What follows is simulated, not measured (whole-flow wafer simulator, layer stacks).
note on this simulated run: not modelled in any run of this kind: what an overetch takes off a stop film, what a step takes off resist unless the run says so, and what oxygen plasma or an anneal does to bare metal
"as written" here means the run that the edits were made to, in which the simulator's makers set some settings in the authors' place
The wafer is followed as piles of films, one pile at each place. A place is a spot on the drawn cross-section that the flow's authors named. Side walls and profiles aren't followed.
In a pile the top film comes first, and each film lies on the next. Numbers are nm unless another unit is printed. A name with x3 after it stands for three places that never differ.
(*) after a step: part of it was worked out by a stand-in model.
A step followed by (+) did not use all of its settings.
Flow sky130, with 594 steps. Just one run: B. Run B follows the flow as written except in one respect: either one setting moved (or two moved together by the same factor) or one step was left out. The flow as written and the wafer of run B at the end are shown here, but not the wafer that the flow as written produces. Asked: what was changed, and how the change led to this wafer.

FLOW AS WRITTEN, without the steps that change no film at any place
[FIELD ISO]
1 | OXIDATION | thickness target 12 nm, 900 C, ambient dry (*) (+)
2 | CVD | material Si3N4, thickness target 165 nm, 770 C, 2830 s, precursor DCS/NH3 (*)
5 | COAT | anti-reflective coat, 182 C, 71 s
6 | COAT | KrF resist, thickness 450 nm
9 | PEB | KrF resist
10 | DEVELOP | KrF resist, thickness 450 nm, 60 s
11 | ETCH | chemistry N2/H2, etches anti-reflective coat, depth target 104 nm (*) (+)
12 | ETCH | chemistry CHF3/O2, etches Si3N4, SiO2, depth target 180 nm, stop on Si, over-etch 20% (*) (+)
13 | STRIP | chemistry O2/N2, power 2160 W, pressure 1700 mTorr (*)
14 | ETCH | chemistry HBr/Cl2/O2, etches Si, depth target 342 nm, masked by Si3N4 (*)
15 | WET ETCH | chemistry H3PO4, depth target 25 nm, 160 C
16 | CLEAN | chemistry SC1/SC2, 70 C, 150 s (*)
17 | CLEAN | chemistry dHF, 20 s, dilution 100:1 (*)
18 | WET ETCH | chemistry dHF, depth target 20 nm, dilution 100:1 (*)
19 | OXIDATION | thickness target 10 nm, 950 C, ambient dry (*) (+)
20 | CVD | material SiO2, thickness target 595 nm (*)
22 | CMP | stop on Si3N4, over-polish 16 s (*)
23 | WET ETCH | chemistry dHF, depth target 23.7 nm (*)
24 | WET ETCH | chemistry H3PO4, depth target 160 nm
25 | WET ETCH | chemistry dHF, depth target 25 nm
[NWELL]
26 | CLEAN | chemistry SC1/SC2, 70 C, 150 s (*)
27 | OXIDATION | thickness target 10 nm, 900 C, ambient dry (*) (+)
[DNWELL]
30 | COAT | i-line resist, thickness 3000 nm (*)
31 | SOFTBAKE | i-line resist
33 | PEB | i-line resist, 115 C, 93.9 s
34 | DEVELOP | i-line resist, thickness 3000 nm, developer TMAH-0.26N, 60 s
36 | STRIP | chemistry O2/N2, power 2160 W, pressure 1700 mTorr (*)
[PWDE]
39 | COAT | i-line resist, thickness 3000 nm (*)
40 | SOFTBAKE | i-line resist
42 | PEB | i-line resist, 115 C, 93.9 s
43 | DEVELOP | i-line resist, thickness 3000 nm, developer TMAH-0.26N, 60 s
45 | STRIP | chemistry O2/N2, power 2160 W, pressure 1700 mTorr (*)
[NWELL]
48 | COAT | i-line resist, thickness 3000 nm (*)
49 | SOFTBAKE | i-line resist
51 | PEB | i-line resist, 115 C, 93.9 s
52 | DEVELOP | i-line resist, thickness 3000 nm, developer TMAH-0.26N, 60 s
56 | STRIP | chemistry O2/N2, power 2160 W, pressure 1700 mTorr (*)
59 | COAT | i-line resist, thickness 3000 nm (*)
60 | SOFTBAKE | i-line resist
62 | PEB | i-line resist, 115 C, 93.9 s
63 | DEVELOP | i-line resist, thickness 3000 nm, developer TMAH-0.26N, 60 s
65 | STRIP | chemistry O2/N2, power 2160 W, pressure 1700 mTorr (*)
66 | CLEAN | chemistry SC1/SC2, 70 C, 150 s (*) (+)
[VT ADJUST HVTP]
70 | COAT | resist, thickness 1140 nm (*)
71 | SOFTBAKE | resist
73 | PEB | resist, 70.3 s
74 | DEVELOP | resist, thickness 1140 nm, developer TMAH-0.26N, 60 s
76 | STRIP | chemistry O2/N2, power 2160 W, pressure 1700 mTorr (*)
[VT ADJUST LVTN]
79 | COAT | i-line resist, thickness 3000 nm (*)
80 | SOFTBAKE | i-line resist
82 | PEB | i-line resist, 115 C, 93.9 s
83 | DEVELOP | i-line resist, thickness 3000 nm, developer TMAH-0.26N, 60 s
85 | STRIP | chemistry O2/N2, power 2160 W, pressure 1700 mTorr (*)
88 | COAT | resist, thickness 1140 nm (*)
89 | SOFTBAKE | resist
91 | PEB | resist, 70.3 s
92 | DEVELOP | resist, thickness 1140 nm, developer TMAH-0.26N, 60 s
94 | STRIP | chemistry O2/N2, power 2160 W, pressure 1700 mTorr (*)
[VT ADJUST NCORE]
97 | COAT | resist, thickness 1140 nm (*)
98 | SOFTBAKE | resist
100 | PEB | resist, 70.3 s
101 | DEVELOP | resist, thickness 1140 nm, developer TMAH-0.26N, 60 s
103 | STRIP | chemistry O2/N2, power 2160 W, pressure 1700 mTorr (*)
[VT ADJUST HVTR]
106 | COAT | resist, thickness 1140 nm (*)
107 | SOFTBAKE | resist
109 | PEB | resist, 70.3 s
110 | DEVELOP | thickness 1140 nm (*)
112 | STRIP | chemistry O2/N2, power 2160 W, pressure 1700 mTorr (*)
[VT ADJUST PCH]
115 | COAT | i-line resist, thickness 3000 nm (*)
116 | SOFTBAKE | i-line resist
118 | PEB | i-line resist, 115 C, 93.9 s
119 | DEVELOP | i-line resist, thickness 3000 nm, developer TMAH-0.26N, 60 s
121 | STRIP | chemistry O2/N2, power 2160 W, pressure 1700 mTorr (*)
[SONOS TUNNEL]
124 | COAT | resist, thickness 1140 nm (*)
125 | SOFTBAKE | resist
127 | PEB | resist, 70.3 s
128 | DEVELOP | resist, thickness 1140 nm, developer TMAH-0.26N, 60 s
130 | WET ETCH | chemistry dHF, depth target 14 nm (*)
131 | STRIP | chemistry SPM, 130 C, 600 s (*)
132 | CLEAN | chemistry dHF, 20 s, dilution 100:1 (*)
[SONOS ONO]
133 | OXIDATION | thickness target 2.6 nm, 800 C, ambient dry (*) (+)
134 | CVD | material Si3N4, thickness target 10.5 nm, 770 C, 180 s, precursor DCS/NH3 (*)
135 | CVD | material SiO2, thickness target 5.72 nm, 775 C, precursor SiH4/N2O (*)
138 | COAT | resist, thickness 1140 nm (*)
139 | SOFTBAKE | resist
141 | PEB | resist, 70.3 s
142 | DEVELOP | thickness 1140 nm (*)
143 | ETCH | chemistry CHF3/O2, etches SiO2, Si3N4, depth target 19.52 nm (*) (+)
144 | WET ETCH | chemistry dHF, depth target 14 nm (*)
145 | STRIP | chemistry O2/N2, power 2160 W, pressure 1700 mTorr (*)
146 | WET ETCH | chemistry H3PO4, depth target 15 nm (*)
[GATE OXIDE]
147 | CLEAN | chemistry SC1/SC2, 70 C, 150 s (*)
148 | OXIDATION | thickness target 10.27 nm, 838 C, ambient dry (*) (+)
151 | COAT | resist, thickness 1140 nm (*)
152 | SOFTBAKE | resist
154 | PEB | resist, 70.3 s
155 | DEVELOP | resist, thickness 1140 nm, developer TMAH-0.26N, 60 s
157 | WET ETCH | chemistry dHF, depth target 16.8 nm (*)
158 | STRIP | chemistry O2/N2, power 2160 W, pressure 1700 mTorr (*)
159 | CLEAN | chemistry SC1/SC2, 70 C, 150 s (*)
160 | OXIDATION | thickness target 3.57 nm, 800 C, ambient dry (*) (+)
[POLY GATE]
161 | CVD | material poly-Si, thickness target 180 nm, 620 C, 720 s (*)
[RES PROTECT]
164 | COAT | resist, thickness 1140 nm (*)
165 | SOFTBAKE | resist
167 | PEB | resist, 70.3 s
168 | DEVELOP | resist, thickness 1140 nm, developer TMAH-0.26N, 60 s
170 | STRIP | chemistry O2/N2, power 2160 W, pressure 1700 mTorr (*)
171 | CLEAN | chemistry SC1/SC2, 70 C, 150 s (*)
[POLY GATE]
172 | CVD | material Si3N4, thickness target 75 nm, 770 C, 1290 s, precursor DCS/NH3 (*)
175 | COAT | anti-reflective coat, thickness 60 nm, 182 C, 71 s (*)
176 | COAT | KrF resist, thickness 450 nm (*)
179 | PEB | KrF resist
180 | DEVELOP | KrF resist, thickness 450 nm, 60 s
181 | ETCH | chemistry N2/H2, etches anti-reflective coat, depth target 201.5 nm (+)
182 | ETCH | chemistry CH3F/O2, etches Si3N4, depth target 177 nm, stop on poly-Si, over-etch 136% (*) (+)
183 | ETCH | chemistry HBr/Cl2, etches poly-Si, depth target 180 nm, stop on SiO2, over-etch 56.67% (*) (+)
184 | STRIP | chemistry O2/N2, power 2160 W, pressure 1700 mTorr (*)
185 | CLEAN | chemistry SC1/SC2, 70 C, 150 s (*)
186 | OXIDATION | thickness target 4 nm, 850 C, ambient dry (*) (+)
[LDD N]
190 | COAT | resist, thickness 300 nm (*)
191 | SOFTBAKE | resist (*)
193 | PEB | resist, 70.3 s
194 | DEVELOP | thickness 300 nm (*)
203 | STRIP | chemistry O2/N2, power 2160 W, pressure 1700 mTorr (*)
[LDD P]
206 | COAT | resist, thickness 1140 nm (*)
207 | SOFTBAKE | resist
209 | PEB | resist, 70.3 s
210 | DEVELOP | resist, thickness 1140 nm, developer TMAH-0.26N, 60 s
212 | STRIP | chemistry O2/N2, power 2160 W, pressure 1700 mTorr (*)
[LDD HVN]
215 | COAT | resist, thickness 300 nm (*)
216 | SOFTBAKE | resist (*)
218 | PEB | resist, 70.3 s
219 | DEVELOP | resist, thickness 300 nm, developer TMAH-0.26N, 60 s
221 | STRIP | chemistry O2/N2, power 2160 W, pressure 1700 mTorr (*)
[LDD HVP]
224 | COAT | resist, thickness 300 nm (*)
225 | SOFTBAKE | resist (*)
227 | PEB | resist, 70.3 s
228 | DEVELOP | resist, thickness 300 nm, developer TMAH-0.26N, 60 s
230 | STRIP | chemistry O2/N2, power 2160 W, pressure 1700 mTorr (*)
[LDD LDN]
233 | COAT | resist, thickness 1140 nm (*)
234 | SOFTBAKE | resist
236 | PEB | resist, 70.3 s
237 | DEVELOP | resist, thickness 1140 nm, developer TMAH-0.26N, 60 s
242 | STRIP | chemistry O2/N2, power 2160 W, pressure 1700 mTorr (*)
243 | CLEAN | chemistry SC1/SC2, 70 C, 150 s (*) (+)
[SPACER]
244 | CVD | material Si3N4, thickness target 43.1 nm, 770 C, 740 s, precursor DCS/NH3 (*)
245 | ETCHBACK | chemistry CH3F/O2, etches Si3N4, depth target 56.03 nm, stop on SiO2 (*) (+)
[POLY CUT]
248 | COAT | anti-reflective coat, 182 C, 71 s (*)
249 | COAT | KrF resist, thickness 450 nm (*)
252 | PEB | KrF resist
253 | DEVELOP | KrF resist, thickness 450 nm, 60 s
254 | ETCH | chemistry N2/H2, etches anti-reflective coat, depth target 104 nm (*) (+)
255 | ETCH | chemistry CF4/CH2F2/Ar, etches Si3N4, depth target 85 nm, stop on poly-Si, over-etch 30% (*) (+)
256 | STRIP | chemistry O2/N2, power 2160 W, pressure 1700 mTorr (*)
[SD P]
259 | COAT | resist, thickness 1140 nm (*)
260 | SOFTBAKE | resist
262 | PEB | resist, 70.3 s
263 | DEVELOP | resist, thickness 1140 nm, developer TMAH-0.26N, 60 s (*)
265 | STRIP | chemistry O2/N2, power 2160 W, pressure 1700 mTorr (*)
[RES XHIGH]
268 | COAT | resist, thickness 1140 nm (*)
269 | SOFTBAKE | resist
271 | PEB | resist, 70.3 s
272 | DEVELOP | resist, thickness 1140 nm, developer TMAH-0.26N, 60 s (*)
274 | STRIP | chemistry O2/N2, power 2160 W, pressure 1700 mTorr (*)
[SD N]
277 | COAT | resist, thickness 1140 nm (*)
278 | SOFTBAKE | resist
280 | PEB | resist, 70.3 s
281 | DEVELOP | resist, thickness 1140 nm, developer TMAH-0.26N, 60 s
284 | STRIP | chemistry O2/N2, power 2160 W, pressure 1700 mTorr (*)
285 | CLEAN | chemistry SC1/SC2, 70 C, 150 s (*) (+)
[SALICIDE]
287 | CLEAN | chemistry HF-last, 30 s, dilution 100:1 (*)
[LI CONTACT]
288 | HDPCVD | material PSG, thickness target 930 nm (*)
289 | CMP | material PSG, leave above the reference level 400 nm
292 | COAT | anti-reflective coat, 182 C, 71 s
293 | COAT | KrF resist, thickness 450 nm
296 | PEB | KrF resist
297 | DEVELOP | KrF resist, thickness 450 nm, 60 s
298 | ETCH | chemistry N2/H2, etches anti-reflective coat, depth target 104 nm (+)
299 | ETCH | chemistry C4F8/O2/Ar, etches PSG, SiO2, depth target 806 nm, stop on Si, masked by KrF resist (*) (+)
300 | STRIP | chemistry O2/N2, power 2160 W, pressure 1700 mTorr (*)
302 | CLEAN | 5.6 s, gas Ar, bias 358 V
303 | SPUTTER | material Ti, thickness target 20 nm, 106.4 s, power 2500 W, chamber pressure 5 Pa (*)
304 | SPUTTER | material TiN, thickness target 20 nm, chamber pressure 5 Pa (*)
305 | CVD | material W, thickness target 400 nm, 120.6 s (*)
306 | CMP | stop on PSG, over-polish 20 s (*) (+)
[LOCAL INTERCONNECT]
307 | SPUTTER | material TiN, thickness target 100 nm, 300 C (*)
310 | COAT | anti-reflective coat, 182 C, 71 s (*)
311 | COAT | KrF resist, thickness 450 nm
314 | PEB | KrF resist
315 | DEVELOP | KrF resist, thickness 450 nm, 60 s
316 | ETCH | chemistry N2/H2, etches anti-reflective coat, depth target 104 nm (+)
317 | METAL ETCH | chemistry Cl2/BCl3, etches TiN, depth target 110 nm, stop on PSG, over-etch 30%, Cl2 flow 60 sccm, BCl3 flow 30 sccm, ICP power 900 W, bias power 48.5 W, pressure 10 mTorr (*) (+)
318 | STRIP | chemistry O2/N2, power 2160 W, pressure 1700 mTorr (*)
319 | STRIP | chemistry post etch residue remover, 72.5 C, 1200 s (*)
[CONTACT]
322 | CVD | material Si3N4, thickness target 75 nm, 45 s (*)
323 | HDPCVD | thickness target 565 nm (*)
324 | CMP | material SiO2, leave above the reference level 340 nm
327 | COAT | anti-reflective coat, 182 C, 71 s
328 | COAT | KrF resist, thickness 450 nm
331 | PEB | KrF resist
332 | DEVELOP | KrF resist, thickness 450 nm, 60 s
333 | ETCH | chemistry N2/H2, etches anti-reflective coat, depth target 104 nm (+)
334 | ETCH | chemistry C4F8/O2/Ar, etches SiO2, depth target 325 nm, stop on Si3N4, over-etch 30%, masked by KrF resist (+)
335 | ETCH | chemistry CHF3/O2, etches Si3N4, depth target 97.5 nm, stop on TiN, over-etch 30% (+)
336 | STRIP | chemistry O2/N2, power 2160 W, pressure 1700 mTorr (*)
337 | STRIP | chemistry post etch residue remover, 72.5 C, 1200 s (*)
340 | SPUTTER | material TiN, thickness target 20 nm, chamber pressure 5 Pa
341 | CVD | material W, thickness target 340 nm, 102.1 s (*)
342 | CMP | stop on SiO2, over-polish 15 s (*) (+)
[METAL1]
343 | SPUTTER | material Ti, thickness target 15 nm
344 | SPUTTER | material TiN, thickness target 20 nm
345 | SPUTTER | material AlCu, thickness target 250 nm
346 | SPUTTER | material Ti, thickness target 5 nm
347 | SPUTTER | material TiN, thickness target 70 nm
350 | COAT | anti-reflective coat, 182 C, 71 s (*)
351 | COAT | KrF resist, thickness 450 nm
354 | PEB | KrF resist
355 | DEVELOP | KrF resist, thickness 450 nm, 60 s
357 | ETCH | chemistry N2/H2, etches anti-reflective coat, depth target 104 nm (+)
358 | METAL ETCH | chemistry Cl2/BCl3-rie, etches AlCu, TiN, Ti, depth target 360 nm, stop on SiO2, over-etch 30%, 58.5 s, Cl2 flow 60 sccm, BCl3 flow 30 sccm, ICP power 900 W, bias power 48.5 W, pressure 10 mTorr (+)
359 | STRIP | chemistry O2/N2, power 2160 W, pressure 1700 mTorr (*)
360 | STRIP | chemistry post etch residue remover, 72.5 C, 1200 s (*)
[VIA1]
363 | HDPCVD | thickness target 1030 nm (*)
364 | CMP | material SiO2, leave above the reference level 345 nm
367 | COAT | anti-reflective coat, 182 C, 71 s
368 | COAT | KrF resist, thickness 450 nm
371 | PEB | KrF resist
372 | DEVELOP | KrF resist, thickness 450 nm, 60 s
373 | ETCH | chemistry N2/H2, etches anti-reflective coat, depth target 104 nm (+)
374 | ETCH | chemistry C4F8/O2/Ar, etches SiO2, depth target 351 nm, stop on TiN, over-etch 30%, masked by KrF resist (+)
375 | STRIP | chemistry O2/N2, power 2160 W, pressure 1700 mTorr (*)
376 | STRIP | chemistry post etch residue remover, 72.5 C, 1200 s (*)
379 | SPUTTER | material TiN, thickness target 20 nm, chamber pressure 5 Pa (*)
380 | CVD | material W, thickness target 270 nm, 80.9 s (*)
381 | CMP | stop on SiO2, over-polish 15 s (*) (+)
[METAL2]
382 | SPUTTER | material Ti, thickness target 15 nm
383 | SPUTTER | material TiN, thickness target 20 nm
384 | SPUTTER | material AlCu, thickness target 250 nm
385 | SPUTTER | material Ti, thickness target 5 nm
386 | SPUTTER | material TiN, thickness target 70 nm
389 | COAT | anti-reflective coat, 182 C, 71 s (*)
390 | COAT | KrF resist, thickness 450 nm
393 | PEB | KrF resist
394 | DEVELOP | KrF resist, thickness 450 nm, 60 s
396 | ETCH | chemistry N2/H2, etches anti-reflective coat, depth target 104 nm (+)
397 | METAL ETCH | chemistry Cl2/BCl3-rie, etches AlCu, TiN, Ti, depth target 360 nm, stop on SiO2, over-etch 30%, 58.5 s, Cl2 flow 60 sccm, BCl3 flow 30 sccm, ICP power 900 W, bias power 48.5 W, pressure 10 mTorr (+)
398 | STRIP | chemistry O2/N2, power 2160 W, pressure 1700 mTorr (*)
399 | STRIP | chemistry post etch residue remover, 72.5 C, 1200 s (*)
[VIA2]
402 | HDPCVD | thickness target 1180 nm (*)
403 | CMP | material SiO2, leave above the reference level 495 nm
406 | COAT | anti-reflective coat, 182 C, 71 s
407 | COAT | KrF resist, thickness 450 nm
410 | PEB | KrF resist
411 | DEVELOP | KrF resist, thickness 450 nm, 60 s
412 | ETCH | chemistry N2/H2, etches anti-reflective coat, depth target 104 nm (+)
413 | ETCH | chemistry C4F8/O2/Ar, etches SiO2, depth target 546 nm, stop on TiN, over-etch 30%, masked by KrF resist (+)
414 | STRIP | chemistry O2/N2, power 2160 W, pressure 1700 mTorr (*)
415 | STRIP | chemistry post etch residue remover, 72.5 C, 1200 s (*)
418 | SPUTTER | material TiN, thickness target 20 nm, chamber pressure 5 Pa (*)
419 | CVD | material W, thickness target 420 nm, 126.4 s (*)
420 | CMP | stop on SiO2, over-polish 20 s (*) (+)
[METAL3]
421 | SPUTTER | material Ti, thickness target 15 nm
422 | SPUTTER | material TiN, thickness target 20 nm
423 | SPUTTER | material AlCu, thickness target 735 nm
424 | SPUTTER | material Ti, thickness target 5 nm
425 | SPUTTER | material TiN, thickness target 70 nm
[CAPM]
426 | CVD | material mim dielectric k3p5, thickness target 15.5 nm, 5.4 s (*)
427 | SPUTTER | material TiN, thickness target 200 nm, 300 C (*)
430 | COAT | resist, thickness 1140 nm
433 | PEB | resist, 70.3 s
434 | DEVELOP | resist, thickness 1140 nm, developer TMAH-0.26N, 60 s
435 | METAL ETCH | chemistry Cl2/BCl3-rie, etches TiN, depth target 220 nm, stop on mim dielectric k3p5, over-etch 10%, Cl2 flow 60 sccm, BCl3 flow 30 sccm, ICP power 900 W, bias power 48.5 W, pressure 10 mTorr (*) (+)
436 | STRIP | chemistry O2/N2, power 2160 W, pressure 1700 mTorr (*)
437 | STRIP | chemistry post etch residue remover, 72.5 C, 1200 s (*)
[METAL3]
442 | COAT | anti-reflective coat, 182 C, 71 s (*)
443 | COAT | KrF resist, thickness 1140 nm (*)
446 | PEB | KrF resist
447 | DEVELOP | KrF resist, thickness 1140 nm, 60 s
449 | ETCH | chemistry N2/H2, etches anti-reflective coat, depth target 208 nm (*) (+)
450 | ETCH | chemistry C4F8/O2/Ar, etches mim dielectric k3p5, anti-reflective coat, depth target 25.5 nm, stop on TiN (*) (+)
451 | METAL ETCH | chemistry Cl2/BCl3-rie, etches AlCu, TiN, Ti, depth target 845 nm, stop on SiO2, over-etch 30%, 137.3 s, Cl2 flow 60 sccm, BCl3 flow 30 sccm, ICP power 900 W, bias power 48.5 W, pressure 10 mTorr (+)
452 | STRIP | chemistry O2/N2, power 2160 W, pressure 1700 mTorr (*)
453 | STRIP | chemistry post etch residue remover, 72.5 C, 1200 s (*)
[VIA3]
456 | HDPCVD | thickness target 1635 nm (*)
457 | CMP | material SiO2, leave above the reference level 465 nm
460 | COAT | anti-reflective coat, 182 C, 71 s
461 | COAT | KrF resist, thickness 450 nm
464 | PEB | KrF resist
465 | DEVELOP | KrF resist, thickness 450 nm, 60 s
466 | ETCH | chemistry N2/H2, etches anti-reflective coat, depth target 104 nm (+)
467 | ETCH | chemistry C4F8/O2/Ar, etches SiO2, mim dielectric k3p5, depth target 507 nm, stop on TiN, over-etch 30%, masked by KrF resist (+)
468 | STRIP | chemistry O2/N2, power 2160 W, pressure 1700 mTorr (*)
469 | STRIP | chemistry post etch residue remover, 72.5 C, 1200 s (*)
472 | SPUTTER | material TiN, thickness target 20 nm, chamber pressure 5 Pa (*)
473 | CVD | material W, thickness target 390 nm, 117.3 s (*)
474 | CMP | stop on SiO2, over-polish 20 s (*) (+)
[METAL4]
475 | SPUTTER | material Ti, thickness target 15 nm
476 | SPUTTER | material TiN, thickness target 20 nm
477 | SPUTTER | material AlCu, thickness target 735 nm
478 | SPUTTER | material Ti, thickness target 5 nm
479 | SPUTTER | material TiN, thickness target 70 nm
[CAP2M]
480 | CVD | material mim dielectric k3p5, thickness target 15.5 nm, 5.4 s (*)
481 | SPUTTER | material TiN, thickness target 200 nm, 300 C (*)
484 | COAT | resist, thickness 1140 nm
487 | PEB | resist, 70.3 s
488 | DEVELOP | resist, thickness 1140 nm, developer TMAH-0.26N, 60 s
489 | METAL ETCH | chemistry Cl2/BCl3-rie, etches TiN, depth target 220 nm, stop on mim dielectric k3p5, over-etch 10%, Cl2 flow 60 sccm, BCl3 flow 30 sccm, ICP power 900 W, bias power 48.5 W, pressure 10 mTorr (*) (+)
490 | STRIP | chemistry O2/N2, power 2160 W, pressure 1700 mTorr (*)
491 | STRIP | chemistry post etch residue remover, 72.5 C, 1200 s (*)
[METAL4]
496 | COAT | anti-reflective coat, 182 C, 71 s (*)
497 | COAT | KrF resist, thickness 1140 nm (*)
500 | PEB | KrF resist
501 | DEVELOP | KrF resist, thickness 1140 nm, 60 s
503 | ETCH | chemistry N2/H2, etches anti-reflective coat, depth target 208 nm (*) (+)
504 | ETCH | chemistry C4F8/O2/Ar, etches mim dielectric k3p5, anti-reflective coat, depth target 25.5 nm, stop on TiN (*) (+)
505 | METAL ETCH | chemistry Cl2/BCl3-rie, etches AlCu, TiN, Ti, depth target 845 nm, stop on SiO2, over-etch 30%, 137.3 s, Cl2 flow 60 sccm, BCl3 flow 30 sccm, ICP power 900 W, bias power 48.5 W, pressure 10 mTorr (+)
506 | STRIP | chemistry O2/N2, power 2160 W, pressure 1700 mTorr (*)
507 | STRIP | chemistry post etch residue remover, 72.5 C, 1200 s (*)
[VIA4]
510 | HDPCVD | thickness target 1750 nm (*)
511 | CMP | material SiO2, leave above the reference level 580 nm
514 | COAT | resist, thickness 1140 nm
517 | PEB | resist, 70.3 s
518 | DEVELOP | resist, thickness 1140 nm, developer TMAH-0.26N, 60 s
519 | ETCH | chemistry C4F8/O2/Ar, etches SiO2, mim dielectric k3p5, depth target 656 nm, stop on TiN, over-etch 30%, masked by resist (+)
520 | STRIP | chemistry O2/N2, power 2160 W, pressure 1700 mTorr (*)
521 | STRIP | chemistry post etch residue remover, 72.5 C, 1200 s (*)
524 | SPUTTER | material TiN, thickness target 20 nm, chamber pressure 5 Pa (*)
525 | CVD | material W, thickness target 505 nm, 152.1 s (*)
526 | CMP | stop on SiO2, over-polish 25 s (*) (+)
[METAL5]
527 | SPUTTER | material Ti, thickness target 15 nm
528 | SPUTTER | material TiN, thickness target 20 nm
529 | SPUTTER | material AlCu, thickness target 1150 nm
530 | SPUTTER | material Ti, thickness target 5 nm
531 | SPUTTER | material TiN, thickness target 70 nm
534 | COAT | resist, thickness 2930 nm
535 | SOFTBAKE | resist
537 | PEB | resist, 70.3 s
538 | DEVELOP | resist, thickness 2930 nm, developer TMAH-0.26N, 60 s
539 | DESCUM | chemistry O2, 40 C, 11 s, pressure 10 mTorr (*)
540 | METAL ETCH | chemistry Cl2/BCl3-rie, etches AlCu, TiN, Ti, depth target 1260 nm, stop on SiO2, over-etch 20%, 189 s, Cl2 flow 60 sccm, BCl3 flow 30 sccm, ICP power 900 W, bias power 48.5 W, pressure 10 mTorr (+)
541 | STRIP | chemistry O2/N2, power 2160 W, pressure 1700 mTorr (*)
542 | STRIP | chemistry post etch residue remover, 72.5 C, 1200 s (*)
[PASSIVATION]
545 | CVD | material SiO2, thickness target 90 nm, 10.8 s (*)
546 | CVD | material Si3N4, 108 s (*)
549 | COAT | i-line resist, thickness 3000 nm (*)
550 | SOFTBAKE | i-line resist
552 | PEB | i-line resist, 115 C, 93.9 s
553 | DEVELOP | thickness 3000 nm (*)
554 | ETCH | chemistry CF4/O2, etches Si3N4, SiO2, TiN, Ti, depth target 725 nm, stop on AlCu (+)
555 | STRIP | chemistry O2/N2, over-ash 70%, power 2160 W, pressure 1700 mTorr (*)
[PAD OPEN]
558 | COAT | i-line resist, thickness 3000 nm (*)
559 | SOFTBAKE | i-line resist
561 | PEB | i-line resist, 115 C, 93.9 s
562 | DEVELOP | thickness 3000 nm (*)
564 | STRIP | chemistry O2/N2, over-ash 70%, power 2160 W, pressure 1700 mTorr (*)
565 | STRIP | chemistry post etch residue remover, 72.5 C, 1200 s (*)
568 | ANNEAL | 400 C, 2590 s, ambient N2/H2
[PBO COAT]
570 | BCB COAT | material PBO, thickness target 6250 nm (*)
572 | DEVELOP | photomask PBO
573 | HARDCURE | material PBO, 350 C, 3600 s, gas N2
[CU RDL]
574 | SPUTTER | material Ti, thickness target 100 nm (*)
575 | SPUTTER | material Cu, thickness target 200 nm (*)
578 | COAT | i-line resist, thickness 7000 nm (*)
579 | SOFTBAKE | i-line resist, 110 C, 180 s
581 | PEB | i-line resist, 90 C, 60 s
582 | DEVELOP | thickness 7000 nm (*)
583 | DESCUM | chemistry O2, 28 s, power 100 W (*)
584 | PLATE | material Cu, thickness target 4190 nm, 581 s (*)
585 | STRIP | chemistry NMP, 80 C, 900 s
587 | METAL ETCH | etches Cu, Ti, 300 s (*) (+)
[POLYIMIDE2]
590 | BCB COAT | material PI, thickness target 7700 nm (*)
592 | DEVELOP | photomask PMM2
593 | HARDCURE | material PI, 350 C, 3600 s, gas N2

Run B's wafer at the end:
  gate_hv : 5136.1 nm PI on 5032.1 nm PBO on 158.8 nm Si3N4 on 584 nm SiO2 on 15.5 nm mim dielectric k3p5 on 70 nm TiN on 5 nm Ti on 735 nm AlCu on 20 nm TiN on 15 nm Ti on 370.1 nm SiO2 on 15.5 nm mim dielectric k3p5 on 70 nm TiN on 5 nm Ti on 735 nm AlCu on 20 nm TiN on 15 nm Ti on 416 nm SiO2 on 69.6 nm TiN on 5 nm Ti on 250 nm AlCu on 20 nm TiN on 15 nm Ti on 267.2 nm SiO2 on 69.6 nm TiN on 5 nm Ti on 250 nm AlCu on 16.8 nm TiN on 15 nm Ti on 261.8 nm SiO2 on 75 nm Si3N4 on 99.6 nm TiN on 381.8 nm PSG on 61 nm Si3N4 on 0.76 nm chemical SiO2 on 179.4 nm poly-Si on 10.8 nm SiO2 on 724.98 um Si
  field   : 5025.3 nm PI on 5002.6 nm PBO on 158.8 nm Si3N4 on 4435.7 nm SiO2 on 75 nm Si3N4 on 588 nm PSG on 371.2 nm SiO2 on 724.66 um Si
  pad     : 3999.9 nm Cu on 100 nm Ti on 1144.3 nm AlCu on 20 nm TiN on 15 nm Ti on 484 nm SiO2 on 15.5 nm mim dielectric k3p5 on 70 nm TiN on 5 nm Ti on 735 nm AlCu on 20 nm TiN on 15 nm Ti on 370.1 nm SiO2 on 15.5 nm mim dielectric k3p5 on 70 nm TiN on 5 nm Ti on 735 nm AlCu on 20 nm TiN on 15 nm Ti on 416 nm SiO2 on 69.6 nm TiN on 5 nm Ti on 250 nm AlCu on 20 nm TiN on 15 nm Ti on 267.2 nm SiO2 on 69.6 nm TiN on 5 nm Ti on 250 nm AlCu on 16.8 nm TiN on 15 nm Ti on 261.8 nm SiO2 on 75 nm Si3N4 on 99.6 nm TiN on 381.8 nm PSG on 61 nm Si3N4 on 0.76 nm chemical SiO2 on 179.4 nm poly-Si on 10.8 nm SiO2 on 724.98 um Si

Cause: step 344, SPUTTER: thickness target 16.8 nm was run, though the flow has thickness target 20 nm.
The wafer lets one read it off: gate_hv has TiN 16.8, and step 344 as written asks for 20 nm.

How this came from the change, step by step:
  344 | SPUTTER | material TiN, thickness target 20 nm
      field, active, n_well and 188 more: +16.8 TiN (new film) (as written it would have been: +20 TiN (new film))
  358 | METAL ETCH | chemistry Cl2/BCl3-rie, etches AlCu, TiN, Ti, depth target 360 nm, stop on SiO2, over-etch 30%, 58.5 s, Cl2 flow 60 sccm, BCl3 flow 30 sccm, ICP power 900 W, bias power 48.5 W, pressure 10 mTorr (+)
      field, active, gate and 81 more: -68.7 TiN (all of it), -5 Ti (all of it), -250 AlCu (all of it), -16.8 TiN (all of it), -15 Ti (all of it), -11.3 SiO2 (as written it would have been: -68.7 TiN (all of it), -5 Ti (all of it), -250 AlCu (all of it), -20 TiN (all of it), -15 Ti (all of it), -10.9 SiO2)
